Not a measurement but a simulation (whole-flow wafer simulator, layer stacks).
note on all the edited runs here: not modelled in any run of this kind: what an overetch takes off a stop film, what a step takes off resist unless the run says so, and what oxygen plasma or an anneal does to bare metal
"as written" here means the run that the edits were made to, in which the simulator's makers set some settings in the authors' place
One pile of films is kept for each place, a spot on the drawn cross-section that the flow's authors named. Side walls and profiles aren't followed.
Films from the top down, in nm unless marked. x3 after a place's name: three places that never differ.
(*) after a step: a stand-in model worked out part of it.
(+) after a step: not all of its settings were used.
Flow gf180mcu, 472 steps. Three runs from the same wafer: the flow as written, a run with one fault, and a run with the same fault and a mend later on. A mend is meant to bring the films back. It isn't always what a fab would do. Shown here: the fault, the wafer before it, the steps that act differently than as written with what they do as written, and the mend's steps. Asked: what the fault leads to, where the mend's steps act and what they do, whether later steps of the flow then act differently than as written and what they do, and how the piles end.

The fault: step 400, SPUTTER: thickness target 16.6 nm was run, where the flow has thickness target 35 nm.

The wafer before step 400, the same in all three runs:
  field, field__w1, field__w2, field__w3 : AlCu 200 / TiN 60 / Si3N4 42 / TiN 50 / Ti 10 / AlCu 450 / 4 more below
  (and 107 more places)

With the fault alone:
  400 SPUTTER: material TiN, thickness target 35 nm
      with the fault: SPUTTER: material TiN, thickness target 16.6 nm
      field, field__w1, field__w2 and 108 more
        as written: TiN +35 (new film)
        with the fault: TiN +16.6 (new film)
  Later steps of the flow that act differently than as written (7 more steps differ only slightly, by at most 2% or 0.5 nm, whichever is larger, and aren't shown):
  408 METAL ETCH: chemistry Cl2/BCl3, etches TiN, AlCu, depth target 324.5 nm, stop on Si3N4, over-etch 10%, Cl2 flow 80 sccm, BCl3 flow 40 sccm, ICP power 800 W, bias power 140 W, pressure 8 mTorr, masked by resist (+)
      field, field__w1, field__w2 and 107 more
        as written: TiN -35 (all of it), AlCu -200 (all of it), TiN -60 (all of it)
        with the fault: TiN -16.6 (all of it), AlCu -200 (all of it), TiN -60 (all of it)
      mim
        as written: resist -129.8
        with the fault: resist -121.7
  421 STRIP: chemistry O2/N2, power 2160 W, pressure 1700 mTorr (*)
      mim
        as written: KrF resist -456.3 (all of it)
        with the fault: KrF resist -470.1 (all of it)
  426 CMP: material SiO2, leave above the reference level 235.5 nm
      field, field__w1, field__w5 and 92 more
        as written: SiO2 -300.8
        with the fault: SiO2 -319.2
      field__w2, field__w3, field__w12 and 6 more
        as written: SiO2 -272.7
        with the fault: SiO2 -291.1
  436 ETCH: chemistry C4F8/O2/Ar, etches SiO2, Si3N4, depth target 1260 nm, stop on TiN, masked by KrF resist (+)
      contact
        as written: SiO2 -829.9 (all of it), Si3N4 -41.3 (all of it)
        with the fault: SiO2 -811.5 (all of it), Si3N4 -41.3 (all of it)
  At the end the piles differ from the flow's by more than 2% or 0.5 nm, whichever is larger, at field__w8, contact, m1, m1__w1, mim, m1_nw.
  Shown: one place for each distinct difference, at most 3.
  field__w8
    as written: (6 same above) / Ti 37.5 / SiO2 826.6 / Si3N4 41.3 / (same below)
    with the fault: (6 same above) / Ti 37.5 / SiO2 808.2 / Si3N4 41.3 / (same below)
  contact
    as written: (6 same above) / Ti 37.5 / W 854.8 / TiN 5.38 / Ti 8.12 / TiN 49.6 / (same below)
    with the fault: (6 same above) / Ti 37.5 / W 836.3 / TiN 5.44 / Ti 8.21 / TiN 49.6 / (same below)
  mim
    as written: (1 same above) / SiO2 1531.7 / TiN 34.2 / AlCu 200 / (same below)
    with the fault: (1 same above) / SiO2 1531.7 / TiN 15.8 / AlCu 200 / (same below)

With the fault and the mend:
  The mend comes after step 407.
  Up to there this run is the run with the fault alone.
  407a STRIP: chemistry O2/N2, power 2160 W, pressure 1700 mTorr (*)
      mim
        resist -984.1 (all of it)
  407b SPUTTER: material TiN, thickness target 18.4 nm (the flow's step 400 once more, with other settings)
      field, field__w1, field__w2 and 108 more
        TiN +18.4
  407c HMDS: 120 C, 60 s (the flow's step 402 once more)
      changes no film at any place that is followed
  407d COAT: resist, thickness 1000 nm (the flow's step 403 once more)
      field, field__w1, field__w2 and 108 more
        resist +1000 (new film)
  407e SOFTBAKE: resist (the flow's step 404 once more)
      changes no film at any place that is followed
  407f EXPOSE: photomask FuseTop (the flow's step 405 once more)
      changes no film at any place that is followed
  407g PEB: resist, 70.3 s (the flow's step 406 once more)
      field, field__w1, field__w2 and 108 more
        resist -15.9
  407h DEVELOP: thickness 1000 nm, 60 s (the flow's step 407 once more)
      field, field__w1, field__w2 and 107 more
        resist -984.1 (all of it)
  No later step of the flow acts differently than as written at any place that is followed.
  At the end the piles are the same as the flow's at every place that both follow.
